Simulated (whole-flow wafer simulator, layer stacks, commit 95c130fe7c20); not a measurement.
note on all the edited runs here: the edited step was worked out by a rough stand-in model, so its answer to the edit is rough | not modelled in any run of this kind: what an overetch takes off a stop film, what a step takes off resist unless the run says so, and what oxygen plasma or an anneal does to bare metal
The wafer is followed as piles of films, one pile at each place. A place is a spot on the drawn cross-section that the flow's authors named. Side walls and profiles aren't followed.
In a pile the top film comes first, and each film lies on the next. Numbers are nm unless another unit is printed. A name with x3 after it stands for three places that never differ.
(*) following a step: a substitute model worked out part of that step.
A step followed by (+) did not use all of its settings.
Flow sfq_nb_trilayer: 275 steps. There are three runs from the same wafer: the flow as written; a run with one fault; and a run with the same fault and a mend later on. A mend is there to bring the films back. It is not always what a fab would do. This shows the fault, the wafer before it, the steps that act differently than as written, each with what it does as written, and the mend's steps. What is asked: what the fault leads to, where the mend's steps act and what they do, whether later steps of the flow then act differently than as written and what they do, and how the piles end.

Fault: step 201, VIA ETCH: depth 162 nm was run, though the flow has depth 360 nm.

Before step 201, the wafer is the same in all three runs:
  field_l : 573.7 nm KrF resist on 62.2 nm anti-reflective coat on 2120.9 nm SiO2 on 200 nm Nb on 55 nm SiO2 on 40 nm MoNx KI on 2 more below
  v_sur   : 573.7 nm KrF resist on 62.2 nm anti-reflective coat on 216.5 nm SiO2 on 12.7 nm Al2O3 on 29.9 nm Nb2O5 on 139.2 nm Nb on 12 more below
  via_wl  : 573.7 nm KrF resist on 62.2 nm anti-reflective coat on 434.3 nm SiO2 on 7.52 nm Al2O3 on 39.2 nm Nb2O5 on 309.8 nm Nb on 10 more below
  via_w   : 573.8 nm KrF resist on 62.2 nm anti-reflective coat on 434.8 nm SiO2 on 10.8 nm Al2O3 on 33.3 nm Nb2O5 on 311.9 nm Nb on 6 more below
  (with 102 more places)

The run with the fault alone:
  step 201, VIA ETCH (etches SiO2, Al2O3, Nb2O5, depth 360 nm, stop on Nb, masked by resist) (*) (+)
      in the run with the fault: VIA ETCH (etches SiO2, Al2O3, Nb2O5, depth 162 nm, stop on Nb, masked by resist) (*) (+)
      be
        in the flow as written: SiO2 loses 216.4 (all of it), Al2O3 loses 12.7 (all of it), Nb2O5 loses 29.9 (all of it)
        in the run with the fault: SiO2 loses 162
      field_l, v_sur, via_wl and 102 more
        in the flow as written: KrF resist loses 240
        in the run with the fault: KrF resist loses 108
  Later steps of the flow acting differently than as written (6 more steps, not shown, differ only slightly: by at most 2% or 0.5 nm, whichever is larger):
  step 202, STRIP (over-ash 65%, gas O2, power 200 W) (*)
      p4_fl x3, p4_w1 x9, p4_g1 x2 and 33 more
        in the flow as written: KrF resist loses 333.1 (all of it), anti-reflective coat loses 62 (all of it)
        in the run with the fault: KrF resist loses 465.1 (all of it), anti-reflective coat loses 62 (all of it)
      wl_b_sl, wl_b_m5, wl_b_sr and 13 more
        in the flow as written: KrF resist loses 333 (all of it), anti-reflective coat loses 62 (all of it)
        in the run with the fault: KrF resist loses 465 (all of it), anti-reflective coat loses 62 (all of it)
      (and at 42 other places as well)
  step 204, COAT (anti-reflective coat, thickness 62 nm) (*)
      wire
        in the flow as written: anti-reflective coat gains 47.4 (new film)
        in the run with the fault: anti-reflective coat gains 50.2 (new film)
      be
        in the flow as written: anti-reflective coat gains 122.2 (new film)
        in the run with the fault: anti-reflective coat gains 107.9 (new film)
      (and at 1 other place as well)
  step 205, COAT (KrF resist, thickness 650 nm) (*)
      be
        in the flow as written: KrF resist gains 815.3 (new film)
        in the run with the fault: KrF resist gains 745.9 (new film)
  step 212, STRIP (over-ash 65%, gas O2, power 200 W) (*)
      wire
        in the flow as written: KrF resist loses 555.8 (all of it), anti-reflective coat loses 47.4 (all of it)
        in the run with the fault: KrF resist loses 561.3 (all of it), anti-reflective coat loses 50.2 (all of it)
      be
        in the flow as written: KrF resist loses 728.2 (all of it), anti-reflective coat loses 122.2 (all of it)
        in the run with the fault: KrF resist loses 658.8 (all of it), anti-reflective coat loses 107.9 (all of it)
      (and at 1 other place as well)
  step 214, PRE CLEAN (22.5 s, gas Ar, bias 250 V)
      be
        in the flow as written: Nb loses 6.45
        in the run with the fault: SiO2 loses 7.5
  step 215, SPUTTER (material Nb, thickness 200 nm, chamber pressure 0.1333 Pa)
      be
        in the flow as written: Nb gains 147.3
        in the run with the fault: Nb gains 170 (new film)
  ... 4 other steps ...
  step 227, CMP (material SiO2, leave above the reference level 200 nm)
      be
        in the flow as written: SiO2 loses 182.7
        in the run with the fault: SiO2 loses 157.1
  At be, the piles at the end differ from the flow's by more than 2% or 0.5 nm, whichever is larger.
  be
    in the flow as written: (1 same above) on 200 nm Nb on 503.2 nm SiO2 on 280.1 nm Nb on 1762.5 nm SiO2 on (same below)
    in the run with the fault: (1 same above) on 200 nm Nb on 384.7 nm SiO2 on 170 nm Nb on 46.9 nm SiO2 on 12.7 nm Al2O3 on 29.9 nm Nb2O5 on 139.2 nm Nb on 1762.5 nm SiO2 on (same below)

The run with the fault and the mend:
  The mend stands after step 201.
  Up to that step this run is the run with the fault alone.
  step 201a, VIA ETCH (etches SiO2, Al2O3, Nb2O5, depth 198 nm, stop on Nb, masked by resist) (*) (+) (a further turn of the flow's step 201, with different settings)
      field_l, v_sur, via_wl and 102 more
        KrF resist loses 132
      be
        SiO2 loses 54.4 (all of it), Al2O3 loses 12.7 (all of it), Nb2O5 loses 29.9 (all of it)
  Later steps of the flow that are run all act as written at every place that is followed.
  The piles end the same as the flow's at every place that both follow.
